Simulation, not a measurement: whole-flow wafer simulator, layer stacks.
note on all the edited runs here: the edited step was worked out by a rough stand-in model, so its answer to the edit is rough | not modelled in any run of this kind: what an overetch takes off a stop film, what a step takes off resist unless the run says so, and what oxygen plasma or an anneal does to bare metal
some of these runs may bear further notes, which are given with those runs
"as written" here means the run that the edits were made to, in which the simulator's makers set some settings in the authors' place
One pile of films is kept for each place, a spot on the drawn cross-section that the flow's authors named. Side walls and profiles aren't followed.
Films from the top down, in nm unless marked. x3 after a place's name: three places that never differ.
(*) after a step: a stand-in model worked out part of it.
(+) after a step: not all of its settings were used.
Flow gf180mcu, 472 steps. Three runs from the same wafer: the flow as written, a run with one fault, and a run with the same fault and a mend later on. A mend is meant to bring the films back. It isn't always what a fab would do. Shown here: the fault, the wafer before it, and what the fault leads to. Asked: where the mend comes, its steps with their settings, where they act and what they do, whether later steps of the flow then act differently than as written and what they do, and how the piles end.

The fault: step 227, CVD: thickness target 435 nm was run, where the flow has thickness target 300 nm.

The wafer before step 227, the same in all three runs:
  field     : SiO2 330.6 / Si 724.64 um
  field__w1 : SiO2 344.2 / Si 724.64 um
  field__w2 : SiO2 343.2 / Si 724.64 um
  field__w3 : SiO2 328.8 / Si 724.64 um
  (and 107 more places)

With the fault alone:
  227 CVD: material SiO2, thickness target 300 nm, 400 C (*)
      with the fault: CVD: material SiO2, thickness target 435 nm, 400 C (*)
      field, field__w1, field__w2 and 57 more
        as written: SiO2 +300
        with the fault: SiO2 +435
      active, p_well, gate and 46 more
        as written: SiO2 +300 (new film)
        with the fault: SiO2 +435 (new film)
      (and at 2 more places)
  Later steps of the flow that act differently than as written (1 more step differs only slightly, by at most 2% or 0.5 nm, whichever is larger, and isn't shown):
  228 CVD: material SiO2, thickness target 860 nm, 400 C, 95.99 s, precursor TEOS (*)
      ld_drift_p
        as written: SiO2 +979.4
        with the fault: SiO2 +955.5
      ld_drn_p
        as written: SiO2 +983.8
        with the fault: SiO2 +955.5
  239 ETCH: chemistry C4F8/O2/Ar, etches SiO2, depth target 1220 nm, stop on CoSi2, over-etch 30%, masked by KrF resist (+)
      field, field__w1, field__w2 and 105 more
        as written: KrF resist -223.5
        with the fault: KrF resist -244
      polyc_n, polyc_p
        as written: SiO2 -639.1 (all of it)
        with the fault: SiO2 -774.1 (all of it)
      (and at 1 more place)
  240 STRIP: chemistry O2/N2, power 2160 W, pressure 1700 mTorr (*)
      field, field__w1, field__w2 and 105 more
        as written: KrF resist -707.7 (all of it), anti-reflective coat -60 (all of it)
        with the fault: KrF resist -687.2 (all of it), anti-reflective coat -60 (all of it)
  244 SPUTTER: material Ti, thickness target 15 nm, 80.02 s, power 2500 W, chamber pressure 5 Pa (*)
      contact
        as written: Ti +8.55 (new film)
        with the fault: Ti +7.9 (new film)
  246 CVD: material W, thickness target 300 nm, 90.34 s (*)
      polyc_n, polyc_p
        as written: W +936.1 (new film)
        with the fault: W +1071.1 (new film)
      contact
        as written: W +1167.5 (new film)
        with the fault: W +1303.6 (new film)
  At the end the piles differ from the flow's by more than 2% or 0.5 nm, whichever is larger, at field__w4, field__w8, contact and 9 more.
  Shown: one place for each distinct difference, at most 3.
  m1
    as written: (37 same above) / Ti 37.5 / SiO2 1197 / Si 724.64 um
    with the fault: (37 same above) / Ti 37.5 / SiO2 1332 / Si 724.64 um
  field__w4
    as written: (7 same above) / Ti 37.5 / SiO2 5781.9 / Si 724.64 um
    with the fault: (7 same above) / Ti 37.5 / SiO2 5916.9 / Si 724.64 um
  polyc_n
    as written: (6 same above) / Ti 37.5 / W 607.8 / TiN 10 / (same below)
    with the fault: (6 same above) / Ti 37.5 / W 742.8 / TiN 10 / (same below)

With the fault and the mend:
  The mend comes after step 227.
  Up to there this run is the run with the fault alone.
  227a WET ETCH: chemistry dHF, depth target 135 nm, 25 C, dilution 100:1 (*) (the flow's step 17 once more, with other settings)
      field, field__w1, field__w2 and 108 more
        SiO2 -135
  Later steps of the flow that act differently than as written:
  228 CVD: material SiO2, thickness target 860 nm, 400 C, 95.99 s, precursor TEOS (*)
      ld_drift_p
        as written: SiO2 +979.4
        with the mend: SiO2 +955.5
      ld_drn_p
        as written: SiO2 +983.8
        with the mend: SiO2 +955.5
  At the end the piles are the same as the flow's at every place that both follow.
